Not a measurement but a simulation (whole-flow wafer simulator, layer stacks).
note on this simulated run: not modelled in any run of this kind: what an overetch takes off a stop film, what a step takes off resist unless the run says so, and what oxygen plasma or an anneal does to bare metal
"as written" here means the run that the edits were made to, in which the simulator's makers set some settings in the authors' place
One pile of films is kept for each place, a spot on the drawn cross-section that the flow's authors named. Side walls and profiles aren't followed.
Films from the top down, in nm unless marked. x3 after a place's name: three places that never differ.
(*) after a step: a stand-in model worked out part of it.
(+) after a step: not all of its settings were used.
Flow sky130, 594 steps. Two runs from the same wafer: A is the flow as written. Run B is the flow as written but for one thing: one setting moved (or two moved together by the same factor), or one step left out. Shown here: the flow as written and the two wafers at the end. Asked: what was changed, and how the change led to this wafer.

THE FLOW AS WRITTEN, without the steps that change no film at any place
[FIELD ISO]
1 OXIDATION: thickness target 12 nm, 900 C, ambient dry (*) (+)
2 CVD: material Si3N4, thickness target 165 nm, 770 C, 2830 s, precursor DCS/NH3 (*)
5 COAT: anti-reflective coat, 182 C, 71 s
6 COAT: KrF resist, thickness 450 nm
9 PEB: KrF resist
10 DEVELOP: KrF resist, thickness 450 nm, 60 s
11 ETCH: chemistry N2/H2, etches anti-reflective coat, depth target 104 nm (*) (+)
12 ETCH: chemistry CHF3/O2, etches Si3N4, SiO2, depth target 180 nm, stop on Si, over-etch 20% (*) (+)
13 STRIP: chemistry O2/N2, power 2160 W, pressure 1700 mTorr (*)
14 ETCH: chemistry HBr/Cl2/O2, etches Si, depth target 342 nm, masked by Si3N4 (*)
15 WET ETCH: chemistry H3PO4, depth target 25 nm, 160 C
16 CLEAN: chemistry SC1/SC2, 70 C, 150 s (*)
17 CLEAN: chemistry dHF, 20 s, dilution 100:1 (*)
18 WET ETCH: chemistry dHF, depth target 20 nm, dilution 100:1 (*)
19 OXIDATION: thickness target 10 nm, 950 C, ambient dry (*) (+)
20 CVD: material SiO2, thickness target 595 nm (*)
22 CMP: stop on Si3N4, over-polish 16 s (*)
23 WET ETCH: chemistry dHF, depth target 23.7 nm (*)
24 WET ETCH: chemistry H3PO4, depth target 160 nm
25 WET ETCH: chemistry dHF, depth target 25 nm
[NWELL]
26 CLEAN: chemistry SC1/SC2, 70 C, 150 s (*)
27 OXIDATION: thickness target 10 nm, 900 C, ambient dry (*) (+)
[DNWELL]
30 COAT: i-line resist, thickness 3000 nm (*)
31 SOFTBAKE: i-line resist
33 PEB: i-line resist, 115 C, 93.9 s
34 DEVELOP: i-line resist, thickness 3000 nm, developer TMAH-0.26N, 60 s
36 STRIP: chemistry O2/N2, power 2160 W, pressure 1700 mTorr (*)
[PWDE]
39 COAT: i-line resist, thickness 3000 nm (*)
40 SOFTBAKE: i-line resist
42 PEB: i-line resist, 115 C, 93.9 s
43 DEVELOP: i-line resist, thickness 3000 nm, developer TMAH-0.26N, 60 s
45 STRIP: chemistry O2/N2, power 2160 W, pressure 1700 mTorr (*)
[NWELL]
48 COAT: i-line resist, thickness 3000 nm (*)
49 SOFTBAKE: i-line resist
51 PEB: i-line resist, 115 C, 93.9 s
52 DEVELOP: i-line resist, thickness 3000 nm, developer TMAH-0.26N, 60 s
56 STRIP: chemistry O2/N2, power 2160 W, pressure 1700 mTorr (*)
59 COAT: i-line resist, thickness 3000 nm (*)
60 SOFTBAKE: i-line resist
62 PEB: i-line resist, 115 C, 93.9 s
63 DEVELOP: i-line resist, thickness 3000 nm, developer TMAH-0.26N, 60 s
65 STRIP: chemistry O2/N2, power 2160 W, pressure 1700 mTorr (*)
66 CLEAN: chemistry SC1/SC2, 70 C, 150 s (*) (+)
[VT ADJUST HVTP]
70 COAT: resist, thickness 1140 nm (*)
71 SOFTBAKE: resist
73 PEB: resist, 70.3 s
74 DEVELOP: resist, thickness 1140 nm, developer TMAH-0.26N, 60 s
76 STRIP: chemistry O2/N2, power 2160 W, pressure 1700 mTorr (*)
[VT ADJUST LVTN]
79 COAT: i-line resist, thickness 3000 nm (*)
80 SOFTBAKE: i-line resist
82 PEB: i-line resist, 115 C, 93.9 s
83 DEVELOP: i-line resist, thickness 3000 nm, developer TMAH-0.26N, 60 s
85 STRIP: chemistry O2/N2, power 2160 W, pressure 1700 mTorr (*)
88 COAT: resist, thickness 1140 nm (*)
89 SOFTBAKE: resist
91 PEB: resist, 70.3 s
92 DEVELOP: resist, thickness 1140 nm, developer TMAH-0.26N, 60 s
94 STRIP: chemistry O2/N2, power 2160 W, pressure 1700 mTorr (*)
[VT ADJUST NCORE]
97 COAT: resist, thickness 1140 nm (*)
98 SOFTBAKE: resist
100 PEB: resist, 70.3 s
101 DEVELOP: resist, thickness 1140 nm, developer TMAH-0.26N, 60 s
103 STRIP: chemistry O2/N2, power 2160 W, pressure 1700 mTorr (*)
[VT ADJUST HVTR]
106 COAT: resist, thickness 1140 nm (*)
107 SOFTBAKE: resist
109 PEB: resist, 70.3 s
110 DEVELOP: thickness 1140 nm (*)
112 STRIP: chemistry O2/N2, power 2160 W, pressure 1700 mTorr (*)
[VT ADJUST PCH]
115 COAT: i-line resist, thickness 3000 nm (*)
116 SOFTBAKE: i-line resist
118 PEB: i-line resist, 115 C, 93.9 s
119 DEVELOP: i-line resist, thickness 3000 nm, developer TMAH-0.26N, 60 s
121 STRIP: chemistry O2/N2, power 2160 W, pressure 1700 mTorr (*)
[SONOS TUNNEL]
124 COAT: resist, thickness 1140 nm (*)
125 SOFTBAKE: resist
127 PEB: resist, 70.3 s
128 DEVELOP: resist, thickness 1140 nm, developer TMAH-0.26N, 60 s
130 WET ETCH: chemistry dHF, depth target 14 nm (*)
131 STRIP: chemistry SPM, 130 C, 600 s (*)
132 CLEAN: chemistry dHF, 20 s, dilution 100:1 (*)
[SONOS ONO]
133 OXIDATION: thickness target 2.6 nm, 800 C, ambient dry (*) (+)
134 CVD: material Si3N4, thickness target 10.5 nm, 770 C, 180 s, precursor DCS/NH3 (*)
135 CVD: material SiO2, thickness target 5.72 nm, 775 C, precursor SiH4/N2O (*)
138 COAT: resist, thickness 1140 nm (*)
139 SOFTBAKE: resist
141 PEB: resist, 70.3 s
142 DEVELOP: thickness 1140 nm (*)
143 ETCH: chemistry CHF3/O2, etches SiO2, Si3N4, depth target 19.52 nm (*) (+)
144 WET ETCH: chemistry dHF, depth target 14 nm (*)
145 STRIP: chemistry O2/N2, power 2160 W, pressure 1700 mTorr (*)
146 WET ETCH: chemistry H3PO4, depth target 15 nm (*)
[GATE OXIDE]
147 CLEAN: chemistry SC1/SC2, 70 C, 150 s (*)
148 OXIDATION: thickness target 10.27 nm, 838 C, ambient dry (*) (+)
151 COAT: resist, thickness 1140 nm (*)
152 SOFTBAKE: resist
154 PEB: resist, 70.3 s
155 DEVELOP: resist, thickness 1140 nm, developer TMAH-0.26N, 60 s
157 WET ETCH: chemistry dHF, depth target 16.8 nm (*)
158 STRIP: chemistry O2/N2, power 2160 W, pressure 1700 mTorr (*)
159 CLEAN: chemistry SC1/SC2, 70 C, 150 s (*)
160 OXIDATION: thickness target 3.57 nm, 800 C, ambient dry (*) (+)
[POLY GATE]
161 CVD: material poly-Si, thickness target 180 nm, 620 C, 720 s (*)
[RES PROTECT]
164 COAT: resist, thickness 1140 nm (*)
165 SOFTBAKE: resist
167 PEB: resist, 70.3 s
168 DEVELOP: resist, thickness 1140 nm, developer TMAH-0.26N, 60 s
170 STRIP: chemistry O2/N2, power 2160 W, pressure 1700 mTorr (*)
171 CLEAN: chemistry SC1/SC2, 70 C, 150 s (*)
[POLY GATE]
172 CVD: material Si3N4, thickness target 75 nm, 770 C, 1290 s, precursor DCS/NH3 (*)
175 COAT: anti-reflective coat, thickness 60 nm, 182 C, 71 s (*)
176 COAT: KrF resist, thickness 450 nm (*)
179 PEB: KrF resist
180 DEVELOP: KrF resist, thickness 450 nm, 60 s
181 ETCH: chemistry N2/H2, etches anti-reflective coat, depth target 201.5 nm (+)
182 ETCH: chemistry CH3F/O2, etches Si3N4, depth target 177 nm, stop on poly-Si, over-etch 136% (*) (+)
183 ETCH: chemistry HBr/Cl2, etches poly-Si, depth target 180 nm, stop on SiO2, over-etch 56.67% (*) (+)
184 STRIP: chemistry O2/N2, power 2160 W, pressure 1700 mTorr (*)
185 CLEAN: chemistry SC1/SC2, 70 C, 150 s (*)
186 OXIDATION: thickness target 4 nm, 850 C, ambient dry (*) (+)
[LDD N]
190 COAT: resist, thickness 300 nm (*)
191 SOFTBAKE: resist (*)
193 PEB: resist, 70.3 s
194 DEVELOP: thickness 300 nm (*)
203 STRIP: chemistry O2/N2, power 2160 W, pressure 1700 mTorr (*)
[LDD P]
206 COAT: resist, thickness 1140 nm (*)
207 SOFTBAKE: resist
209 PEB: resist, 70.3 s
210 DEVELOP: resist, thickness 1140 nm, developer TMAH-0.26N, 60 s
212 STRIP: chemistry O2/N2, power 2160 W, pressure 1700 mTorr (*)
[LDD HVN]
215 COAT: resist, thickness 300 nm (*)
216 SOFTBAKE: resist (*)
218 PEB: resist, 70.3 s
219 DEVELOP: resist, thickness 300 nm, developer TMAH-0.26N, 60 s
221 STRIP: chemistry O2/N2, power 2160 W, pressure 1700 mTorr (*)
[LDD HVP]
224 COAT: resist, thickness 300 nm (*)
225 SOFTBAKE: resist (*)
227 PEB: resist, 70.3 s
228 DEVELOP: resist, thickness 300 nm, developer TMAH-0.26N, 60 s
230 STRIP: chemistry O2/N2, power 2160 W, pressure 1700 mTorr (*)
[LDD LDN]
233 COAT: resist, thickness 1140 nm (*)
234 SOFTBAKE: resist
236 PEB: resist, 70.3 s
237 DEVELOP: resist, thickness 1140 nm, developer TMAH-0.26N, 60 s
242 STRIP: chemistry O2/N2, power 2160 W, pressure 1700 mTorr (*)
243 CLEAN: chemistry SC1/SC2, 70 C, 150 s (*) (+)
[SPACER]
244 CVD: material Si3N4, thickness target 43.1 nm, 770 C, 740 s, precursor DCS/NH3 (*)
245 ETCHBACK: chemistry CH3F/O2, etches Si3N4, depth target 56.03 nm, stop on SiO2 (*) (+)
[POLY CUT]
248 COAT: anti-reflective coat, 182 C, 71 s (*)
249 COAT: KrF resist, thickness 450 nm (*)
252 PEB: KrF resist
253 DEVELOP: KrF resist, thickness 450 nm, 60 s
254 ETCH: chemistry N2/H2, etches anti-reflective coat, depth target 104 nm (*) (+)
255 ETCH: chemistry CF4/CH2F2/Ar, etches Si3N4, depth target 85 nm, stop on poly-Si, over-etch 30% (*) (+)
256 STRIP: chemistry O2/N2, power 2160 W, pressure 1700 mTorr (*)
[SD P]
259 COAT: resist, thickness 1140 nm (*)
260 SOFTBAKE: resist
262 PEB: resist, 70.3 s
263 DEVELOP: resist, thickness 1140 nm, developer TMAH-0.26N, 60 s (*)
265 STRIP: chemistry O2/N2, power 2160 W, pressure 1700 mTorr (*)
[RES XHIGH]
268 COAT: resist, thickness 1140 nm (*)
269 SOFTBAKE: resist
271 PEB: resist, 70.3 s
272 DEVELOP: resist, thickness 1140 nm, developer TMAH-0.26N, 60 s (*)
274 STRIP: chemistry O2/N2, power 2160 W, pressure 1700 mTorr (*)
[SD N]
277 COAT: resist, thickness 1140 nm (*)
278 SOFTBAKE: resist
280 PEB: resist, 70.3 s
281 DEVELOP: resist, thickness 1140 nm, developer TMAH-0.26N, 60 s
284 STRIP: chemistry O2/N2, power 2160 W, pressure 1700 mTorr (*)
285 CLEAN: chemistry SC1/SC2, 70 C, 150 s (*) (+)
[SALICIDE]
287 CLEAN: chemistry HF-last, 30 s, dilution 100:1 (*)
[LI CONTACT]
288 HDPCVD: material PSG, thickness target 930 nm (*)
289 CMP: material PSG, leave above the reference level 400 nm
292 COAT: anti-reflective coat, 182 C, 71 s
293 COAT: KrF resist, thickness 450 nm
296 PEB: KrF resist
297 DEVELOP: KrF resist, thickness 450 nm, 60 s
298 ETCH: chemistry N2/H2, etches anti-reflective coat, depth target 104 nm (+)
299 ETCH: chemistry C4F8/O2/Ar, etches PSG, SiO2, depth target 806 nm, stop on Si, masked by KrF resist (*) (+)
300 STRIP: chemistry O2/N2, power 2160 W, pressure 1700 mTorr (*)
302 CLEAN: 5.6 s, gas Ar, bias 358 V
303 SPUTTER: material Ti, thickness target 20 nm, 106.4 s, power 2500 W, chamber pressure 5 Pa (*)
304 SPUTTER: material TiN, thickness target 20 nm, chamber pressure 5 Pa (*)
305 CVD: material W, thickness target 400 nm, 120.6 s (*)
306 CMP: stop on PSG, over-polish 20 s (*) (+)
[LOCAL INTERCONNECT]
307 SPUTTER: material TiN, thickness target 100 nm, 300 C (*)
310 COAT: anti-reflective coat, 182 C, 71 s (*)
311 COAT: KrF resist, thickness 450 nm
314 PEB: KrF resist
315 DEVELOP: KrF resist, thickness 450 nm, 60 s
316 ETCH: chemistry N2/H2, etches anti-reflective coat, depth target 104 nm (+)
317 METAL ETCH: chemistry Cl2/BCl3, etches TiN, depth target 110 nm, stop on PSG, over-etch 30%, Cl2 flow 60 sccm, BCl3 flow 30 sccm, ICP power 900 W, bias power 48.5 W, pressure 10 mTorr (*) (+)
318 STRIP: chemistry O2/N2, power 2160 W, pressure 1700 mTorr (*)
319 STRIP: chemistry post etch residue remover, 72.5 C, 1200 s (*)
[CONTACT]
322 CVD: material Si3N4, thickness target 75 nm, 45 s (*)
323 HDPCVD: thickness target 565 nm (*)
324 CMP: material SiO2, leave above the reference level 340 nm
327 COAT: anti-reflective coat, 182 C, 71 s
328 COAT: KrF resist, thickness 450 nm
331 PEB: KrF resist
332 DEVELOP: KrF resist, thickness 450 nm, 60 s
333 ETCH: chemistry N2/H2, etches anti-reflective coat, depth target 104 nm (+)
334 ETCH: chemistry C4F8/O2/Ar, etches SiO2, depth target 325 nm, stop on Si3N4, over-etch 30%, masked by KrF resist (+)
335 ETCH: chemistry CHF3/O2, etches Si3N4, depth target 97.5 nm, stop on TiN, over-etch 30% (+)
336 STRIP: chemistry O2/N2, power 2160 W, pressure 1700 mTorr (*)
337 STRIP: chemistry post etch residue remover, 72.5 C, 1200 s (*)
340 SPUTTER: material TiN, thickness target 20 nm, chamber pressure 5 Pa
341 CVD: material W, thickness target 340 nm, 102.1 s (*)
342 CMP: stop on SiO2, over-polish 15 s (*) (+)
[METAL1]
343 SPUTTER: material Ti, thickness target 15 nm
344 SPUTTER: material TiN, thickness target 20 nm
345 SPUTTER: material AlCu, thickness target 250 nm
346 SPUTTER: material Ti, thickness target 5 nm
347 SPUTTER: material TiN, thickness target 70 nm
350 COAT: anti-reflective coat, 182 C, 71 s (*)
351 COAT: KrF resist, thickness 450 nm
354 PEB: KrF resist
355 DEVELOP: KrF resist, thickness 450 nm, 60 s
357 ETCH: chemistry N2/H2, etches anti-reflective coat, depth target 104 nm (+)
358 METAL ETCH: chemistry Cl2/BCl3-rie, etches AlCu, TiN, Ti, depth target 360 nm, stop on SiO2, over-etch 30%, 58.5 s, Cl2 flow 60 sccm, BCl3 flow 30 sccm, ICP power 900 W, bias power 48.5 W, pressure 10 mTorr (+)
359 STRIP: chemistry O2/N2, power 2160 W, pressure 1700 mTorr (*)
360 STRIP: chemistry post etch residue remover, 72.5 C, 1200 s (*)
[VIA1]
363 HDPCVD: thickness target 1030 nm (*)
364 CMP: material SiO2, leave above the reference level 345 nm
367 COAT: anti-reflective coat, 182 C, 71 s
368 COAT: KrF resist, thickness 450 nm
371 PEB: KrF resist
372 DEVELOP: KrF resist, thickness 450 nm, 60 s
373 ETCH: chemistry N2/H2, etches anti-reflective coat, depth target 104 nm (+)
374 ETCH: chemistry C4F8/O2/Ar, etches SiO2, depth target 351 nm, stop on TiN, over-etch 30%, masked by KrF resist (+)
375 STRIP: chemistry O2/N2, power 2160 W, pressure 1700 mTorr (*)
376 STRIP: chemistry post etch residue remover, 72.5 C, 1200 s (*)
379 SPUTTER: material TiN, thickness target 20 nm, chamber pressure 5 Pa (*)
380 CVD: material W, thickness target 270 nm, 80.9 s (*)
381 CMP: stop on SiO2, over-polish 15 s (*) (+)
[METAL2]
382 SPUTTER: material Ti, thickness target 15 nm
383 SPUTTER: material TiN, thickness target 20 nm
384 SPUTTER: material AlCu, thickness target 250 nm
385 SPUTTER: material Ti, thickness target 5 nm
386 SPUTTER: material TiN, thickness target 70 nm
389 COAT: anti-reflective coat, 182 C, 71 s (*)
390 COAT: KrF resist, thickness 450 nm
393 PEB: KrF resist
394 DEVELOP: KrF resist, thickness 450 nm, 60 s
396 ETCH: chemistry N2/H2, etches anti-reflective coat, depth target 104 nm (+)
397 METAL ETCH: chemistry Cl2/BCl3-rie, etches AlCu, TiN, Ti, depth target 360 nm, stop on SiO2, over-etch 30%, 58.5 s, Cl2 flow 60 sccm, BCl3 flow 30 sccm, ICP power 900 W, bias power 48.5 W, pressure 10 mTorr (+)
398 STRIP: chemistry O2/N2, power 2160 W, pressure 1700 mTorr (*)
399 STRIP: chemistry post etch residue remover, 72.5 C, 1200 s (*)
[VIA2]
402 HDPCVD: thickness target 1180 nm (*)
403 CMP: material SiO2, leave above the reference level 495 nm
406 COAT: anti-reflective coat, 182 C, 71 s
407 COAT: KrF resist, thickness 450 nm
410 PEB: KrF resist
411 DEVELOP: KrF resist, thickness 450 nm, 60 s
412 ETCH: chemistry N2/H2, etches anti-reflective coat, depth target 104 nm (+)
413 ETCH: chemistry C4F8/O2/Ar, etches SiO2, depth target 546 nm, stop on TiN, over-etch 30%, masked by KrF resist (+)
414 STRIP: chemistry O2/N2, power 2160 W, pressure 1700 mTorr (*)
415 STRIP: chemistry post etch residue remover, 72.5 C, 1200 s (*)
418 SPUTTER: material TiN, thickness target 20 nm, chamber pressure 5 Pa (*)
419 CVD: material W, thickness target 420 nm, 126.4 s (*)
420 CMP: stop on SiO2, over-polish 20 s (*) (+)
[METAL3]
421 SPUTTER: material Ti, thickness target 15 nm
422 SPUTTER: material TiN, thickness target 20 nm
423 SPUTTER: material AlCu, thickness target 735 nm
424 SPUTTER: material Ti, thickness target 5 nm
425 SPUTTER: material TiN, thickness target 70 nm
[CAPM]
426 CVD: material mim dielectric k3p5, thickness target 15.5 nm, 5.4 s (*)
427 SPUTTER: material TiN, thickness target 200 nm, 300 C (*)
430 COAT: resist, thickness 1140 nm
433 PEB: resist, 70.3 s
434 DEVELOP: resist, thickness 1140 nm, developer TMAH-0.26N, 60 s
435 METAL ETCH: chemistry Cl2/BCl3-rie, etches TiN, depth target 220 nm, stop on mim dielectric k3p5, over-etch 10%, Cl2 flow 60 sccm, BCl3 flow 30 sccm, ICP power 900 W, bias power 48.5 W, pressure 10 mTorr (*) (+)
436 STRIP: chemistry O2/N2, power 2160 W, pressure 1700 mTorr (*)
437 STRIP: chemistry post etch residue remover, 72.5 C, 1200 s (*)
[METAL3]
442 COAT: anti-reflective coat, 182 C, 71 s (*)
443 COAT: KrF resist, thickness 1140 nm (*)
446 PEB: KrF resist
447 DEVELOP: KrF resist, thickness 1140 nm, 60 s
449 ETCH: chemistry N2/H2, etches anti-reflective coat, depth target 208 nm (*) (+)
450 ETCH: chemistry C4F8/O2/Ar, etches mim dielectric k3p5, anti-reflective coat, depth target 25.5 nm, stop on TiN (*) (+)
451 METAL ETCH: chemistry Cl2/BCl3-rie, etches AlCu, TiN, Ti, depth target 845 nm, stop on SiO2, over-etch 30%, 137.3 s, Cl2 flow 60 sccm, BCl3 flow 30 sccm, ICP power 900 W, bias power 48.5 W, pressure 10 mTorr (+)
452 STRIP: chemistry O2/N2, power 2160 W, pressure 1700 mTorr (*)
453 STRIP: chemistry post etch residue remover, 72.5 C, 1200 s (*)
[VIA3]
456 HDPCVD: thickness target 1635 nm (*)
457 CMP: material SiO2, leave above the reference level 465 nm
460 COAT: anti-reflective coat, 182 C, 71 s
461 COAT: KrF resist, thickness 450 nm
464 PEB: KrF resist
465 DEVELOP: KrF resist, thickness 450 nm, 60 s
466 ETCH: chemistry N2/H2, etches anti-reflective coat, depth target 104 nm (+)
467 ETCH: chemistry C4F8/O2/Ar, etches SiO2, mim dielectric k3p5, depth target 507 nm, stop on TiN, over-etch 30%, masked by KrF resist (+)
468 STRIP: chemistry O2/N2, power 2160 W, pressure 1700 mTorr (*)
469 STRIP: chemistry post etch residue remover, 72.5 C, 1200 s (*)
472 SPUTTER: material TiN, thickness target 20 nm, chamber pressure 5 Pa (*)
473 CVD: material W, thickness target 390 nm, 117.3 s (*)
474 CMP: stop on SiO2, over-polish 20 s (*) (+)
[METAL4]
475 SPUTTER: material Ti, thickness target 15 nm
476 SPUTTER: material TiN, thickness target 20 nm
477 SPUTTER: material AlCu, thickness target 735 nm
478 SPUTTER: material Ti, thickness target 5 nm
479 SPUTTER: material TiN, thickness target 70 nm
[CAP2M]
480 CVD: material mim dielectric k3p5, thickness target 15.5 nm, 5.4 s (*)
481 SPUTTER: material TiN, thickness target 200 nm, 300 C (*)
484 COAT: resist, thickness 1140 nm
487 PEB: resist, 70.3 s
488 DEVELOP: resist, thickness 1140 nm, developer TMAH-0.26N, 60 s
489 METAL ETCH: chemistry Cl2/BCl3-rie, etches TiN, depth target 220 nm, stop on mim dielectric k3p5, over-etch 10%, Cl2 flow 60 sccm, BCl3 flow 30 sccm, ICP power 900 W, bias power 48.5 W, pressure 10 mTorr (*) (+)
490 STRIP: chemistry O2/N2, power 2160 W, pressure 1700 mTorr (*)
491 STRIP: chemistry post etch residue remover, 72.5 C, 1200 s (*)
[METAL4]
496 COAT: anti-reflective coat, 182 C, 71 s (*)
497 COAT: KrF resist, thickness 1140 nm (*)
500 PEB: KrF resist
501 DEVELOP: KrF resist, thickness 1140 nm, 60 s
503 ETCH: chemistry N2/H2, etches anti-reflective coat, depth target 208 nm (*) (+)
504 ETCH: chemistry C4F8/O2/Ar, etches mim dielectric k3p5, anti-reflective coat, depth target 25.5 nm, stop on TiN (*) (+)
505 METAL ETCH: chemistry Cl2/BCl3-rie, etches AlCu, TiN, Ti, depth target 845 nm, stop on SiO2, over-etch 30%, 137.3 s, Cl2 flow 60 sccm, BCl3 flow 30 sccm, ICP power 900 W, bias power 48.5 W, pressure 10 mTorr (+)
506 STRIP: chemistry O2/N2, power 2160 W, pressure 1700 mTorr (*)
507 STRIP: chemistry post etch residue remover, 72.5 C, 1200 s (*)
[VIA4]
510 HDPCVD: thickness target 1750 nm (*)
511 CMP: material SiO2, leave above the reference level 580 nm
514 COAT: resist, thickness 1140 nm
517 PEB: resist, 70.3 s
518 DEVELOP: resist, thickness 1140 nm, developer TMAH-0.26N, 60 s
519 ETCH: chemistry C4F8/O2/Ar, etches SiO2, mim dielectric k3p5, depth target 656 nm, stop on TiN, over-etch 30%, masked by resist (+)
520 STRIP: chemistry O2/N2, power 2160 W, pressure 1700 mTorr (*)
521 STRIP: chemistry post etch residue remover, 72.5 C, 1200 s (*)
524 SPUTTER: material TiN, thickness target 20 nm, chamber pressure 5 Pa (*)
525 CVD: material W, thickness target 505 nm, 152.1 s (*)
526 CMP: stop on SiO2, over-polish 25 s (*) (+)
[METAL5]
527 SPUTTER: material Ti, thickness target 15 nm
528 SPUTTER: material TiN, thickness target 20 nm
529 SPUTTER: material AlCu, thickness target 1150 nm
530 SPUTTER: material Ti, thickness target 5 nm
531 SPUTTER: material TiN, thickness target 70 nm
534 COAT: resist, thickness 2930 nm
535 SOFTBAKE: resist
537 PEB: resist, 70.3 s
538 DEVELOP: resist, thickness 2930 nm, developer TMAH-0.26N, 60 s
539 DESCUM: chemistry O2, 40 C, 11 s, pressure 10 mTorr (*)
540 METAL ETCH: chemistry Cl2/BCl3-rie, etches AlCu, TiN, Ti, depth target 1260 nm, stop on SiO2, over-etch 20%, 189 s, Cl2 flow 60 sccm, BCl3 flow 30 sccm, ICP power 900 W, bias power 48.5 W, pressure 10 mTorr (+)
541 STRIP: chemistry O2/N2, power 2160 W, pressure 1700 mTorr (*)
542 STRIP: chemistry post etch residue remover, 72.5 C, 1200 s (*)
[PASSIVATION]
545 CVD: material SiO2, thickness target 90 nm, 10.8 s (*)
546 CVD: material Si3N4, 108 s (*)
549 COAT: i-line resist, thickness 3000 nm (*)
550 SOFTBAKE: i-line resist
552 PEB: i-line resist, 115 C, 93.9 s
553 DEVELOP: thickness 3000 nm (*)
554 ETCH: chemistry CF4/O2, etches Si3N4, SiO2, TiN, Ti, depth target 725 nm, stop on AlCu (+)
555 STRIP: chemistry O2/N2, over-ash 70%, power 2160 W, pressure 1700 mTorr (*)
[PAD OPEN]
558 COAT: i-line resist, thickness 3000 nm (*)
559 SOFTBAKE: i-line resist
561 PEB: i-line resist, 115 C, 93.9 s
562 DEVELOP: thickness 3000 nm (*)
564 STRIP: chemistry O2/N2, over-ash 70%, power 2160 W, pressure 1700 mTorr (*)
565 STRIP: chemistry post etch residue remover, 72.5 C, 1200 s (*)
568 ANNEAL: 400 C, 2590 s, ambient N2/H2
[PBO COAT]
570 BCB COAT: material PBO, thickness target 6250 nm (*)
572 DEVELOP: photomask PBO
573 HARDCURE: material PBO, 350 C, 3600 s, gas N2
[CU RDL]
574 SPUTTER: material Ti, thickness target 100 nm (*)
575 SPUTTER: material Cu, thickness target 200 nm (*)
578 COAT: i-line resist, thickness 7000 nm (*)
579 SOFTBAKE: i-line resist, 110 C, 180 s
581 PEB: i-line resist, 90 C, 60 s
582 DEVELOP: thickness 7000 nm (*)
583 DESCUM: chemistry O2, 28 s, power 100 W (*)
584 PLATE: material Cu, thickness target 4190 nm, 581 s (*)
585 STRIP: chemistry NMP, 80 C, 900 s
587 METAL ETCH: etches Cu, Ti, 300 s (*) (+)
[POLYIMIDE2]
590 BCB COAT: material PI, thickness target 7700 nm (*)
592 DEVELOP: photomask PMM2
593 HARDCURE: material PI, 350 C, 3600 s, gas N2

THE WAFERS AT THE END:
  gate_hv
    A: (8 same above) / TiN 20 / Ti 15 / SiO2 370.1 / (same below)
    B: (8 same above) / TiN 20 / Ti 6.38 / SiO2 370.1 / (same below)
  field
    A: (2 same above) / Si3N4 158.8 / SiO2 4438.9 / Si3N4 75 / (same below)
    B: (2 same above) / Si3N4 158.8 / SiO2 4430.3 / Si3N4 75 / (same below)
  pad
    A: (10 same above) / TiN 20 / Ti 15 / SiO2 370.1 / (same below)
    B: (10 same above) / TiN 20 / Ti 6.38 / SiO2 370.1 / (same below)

The cause: step 475, SPUTTER: thickness target 6.38 nm was run, where the flow has thickness target 15 nm.
It can be read off the wafer: gate_hv has Ti 6.38, and step 475 as written asks for 15 nm.

How the change led to this, step by step:
  475 SPUTTER: material Ti, thickness target 15 nm
      field, active, n_well and 189 more: A Ti +15 (new film) | B Ti +6.38 (new film)
  505 METAL ETCH: chemistry Cl2/BCl3-rie, etches AlCu, TiN, Ti, depth target 845 nm, stop on SiO2, over-etch 30%, 137.3 s, Cl2 flow 60 sccm, BCl3 flow 30 sccm, ICP power 900 W, bias power 48.5 W, pressure 10 mTorr (+)
      field, gate, spacer and 68 more: A TiN -70 (all of it), Ti -5 (all of it), AlCu -735 (all of it), TiN -20 (all of it), Ti -15 (all of it), SiO2 -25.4 | B TiN -70 (all of it), Ti -5 (all of it), AlCu -735 (all of it), TiN -20 (all of it), Ti -6.38 (all of it), SiO2 -26.2
      active, vpp_iso1, mim_edge_plate and 14 more: A TiN -70 (all of it), Ti -5 (all of it), AlCu -735 (all of it), TiN -20 (all of it), Ti -15 (all of it), SiO2 -25.3 | B TiN -70 (all of it), Ti -5 (all of it), AlCu -735 (all of it), TiN -20 (all of it), Ti -6.38 (all of it), SiO2 -26.2
  511 CMP: material SiO2, leave above the reference level 580 nm
      field, active, gate and 77 more: A SiO2 -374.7 | B SiO2 -382.4
      iso_guard__w1, mim_edge_gap, vpp_l1ln, vpp_m3ln, rpm_encl, via2_enc, rpm_encl_psd, iso_guard_nsd_tip: A SiO2 -374.6 | B SiO2 -382.4
